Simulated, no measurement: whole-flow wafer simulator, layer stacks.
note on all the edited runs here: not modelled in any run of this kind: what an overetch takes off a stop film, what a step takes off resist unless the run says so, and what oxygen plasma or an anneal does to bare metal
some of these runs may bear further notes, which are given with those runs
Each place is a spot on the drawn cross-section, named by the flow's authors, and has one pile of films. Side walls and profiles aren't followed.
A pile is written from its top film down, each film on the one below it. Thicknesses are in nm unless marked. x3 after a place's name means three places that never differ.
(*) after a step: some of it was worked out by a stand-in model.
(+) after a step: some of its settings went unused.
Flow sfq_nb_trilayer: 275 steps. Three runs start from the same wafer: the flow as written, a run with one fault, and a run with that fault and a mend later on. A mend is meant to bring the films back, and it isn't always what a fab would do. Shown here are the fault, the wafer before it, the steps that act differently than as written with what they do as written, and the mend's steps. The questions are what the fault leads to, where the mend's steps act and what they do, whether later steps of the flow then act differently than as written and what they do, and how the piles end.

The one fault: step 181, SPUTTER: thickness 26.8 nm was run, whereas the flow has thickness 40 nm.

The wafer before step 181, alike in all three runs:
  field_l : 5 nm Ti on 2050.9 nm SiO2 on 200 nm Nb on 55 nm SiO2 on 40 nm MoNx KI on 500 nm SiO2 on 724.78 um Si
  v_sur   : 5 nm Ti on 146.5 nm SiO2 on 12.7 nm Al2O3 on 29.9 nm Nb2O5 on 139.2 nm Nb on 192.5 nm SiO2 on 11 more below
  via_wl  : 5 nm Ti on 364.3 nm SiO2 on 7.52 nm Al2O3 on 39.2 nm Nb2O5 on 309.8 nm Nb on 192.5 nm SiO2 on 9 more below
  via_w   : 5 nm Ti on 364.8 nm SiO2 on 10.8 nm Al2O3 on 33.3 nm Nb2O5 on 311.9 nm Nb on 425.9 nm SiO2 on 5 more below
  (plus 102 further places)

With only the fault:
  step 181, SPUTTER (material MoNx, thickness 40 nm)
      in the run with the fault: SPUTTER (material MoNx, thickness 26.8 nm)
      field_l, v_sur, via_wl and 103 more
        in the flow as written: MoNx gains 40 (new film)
        in the run with the fault: MoNx gains 26.8 (new film)
  Steps further on in the flow that do not act as written (11 more steps, not shown, differ only slightly: by at most 2% or 0.5 nm, whichever is larger):
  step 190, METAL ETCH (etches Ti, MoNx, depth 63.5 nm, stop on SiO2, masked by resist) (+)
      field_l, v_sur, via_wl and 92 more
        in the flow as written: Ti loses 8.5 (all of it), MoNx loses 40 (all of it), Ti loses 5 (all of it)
        in the run with the fault: Ti loses 8.5 (all of it), MoNx loses 26.8 (all of it), Ti loses 5 (all of it)
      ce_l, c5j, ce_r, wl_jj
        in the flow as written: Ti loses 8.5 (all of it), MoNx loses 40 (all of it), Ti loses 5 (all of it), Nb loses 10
        in the run with the fault: Ti loses 8.5 (all of it), MoNx loses 26.8 (all of it), Ti loses 5 (all of it), Nb loses 23.2
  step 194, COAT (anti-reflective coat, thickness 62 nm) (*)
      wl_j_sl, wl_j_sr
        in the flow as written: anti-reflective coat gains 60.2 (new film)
        in the run with the fault: anti-reflective coat gains 58 (new film)
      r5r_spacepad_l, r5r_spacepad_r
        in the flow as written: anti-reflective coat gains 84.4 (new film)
        in the run with the fault: anti-reflective coat gains 78.7 (new film)
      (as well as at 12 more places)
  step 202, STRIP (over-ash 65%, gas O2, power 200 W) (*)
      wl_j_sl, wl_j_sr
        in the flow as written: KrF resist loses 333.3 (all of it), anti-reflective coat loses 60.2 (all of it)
        in the run with the fault: KrF resist loses 333.4 (all of it), anti-reflective coat loses 58 (all of it)
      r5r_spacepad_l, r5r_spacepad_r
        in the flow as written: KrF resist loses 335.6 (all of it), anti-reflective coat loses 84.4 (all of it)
        in the run with the fault: KrF resist loses 335.1 (all of it), anti-reflective coat loses 78.7 (all of it)
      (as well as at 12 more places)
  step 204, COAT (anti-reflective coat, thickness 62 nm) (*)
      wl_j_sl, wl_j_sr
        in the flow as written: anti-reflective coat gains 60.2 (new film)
        in the run with the fault: anti-reflective coat gains 58 (new film)
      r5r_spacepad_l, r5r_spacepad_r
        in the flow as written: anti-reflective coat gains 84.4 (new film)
        in the run with the fault: anti-reflective coat gains 78.7 (new film)
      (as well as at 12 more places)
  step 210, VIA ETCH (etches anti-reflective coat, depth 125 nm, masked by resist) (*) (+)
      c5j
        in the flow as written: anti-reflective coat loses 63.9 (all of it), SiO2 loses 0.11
        in the run with the fault: anti-reflective coat loses 67.5 (all of it), SiO2 loses 0.1
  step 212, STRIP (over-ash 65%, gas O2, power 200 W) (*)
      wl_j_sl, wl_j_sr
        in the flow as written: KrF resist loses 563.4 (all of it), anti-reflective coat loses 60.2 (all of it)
        in the run with the fault: KrF resist loses 562.6 (all of it), anti-reflective coat loses 58 (all of it)
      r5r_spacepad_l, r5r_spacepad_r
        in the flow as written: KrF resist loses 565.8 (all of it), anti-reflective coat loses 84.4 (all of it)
        in the run with the fault: KrF resist loses 564.2 (all of it), anti-reflective coat loses 78.7 (all of it)
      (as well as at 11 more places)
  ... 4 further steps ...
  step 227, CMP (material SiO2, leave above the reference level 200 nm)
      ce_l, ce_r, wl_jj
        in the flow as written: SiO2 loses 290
        in the run with the fault: SiO2 loses 276.8
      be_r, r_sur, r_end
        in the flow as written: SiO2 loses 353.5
        in the run with the fault: SiO2 loses 340.3
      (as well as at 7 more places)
  By the end, the piles at ce_l, c5j, ce_r and 8 more depart from the flow's by more than 2% or 0.5 nm, whichever is larger.
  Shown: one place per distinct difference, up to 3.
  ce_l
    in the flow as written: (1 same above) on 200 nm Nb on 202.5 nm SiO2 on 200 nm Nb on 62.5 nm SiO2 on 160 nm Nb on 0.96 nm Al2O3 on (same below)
    in the run with the fault: (1 same above) on 200 nm Nb on 215.7 nm SiO2 on 200 nm Nb on 62.5 nm SiO2 on 146.8 nm Nb on 0.96 nm Al2O3 on (same below)
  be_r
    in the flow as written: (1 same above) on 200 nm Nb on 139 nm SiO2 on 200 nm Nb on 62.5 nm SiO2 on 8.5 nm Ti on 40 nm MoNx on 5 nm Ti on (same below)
    in the run with the fault: (1 same above) on 200 nm Nb on 152.2 nm SiO2 on 200 nm Nb on 62.5 nm SiO2 on 8.5 nm Ti on 26.8 nm MoNx on 5 nm Ti on (same below)
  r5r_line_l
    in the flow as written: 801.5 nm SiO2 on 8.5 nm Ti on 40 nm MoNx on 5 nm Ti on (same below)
    in the run with the fault: 814.7 nm SiO2 on 8.5 nm Ti on 26.8 nm MoNx on 5 nm Ti on (same below)

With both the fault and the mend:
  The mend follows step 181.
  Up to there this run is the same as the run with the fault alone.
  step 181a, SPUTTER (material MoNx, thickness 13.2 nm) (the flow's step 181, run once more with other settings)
      field_l, v_sur, via_wl and 103 more
        MoNx gains 13.2
  Later steps of the flow that are run all act as written at every place that is followed.
  By the end, the piles equal the flow's at every place that both follow.
